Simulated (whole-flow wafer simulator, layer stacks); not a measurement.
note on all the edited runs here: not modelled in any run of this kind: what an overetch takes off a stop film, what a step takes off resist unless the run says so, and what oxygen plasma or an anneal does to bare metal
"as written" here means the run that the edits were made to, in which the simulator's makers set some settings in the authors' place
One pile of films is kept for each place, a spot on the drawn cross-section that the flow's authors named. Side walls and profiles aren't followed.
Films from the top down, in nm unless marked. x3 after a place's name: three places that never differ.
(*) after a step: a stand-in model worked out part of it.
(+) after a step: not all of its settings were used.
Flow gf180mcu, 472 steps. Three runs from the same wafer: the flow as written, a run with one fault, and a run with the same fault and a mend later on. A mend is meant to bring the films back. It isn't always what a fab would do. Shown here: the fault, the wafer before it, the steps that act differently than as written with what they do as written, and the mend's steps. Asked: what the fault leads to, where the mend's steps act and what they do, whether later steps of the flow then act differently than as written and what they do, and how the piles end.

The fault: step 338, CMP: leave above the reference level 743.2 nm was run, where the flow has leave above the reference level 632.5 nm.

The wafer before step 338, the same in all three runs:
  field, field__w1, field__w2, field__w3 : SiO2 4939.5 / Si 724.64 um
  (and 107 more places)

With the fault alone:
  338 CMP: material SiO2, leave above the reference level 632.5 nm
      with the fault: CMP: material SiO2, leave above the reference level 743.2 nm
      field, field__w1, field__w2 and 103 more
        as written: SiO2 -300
        with the fault: SiO2 -189.3
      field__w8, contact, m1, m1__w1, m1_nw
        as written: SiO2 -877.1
        with the fault: SiO2 -766.4
  Later steps of the flow that act differently than as written (1 more step differs only slightly, by at most 2% or 0.5 nm, whichever is larger, and isn't shown):
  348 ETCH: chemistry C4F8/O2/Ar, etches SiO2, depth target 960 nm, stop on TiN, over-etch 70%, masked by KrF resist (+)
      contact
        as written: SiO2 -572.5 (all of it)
        with the fault: SiO2 -683.2 (all of it)
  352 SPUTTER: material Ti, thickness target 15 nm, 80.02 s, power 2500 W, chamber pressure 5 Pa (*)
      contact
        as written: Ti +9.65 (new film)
        with the fault: Ti +9.05 (new film)
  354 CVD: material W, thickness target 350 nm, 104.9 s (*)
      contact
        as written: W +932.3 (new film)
        with the fault: W +1044 (new film)
  At the end the piles differ from the flow's by more than 2% or 0.5 nm, whichever is larger, at field__w8, contact, m1, m1__w1, m1_nw.
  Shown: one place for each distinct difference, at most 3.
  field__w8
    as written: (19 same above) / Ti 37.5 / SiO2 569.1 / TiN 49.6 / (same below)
    with the fault: (19 same above) / Ti 37.5 / SiO2 679.8 / TiN 49.6 / (same below)
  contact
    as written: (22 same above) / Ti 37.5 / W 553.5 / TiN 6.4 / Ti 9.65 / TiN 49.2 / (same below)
    with the fault: (22 same above) / Ti 37.5 / W 665.2 / TiN 6 / Ti 9.05 / TiN 49.2 / (same below)

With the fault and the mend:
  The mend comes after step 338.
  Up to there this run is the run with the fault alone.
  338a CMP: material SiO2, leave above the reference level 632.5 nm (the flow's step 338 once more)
      field, field__w1, field__w2 and 108 more
        SiO2 -110.7
  No later step of the flow acts differently than as written at any place that is followed.
  At the end the piles are the same as the flow's at every place that both follow.
